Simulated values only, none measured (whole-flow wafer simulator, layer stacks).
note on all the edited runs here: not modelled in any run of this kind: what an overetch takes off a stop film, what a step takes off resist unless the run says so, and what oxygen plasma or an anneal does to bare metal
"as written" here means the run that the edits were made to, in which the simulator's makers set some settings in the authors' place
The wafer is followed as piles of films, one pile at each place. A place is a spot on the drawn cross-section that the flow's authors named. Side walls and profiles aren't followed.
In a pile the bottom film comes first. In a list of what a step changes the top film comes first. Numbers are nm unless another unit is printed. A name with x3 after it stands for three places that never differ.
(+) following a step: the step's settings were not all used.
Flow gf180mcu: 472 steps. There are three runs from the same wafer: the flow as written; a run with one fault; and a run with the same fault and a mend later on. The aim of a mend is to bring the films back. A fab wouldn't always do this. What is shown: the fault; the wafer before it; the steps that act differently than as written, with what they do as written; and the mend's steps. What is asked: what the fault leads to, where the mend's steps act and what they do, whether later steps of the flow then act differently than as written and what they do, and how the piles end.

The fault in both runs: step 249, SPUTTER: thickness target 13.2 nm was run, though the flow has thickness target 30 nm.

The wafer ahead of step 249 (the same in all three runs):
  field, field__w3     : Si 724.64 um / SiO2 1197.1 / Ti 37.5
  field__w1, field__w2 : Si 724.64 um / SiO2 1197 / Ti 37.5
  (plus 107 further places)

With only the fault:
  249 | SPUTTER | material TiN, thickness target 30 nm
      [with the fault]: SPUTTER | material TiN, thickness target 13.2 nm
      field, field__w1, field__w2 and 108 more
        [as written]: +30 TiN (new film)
        [with the fault]: +13.2 TiN (new film)
  Steps further on in the flow that do not act as written:
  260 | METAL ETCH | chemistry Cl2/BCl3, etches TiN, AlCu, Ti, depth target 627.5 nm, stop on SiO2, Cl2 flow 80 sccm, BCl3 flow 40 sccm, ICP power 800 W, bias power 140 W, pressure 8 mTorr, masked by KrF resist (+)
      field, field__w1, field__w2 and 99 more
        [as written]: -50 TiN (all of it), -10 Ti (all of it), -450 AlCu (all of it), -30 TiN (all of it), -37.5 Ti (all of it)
        [with the fault]: -50 TiN (all of it), -10 Ti (all of it), -450 AlCu (all of it), -13.2 TiN (all of it), -37.5 Ti (all of it)
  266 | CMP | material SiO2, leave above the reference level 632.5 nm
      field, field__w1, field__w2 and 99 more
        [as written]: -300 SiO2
        [with the fault]: -316.8 SiO2
  The piles end different from the flow's at field__w8, contact, m1 and 6 more by more than 2% or 0.5 nm, whichever is larger.
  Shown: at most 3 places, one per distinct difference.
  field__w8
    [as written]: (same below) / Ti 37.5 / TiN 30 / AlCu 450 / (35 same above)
    [with the fault]: (same below) / Ti 37.5 / TiN 13.2 / AlCu 450 / (35 same above)
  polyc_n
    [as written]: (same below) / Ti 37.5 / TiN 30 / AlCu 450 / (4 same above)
    [with the fault]: (same below) / Ti 37.5 / TiN 13.2 / AlCu 450 / (4 same above)
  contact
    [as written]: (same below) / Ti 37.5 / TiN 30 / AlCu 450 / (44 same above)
    [with the fault]: (same below) / Ti 37.5 / TiN 13.2 / AlCu 450 / (44 same above)

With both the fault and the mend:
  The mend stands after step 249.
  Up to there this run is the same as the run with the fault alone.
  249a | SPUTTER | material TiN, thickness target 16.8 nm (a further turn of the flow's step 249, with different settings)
      field, field__w1, field__w2 and 108 more
        +16.8 TiN
  Every later step of the flow that is run acts as written at every place that is followed.
  By the end, the piles equal the flow's at every place that both follow.
